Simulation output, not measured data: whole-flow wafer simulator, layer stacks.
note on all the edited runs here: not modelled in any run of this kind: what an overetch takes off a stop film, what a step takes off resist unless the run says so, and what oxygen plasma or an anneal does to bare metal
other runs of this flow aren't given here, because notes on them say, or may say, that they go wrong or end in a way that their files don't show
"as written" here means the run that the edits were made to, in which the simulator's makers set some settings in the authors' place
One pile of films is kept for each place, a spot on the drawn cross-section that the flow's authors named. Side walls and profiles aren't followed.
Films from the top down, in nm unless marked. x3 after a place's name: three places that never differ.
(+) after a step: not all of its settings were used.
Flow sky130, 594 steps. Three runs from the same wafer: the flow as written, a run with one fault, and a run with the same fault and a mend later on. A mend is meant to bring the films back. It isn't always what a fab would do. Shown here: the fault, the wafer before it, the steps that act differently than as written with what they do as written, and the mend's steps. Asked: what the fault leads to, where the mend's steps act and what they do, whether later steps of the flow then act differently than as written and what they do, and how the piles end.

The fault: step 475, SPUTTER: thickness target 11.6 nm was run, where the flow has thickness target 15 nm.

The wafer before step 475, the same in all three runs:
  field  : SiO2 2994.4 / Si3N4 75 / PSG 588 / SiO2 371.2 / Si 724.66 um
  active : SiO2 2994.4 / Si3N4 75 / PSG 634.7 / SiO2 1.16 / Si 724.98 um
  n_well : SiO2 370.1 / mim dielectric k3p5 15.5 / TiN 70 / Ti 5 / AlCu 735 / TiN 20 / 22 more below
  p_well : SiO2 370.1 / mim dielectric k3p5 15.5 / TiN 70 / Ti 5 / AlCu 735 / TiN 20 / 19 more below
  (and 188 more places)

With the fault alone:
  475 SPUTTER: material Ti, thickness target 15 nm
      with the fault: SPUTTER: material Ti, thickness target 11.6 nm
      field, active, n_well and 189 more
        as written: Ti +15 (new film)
        with the fault: Ti +11.6 (new film)
  Later steps of the flow that act differently than as written (9 more steps differ only slightly, by at most 2% or 0.5 nm, whichever is larger, and aren't shown):
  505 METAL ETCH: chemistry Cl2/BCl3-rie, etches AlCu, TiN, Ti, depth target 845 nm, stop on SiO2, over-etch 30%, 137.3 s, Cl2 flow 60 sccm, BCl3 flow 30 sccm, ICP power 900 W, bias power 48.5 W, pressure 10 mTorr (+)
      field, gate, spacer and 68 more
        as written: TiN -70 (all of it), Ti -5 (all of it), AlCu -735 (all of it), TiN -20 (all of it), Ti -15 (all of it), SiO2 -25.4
        with the fault: TiN -70 (all of it), Ti -5 (all of it), AlCu -735 (all of it), TiN -20 (all of it), Ti -11.6 (all of it), SiO2 -25.7
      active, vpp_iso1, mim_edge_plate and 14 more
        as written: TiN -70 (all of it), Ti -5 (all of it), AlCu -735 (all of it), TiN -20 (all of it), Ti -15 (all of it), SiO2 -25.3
        with the fault: TiN -70 (all of it), Ti -5 (all of it), AlCu -735 (all of it), TiN -20 (all of it), Ti -11.6 (all of it), SiO2 -25.7
  At the end the piles differ from the flow's by more than 2% or 0.5 nm, whichever is larger, at n_well, p_well, gate_hv and 102 more.
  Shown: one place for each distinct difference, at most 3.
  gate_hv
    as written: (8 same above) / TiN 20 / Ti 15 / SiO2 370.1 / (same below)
    with the fault: (8 same above) / TiN 20 / Ti 11.6 / SiO2 370.1 / (same below)
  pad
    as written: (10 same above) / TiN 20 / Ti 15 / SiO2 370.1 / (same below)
    with the fault: (10 same above) / TiN 20 / Ti 11.6 / SiO2 370.1 / (same below)
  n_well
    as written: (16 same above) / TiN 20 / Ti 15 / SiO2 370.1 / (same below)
    with the fault: (16 same above) / TiN 20 / Ti 11.6 / SiO2 370.1 / (same below)

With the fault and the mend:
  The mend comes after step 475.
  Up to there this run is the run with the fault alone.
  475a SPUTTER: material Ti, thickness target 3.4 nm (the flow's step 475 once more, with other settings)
      field, active, n_well and 189 more
        Ti +3.4
  No later step of the flow acts differently than as written at any place that is followed.
  At the end the piles are the same as the flow's at every place that both follow.
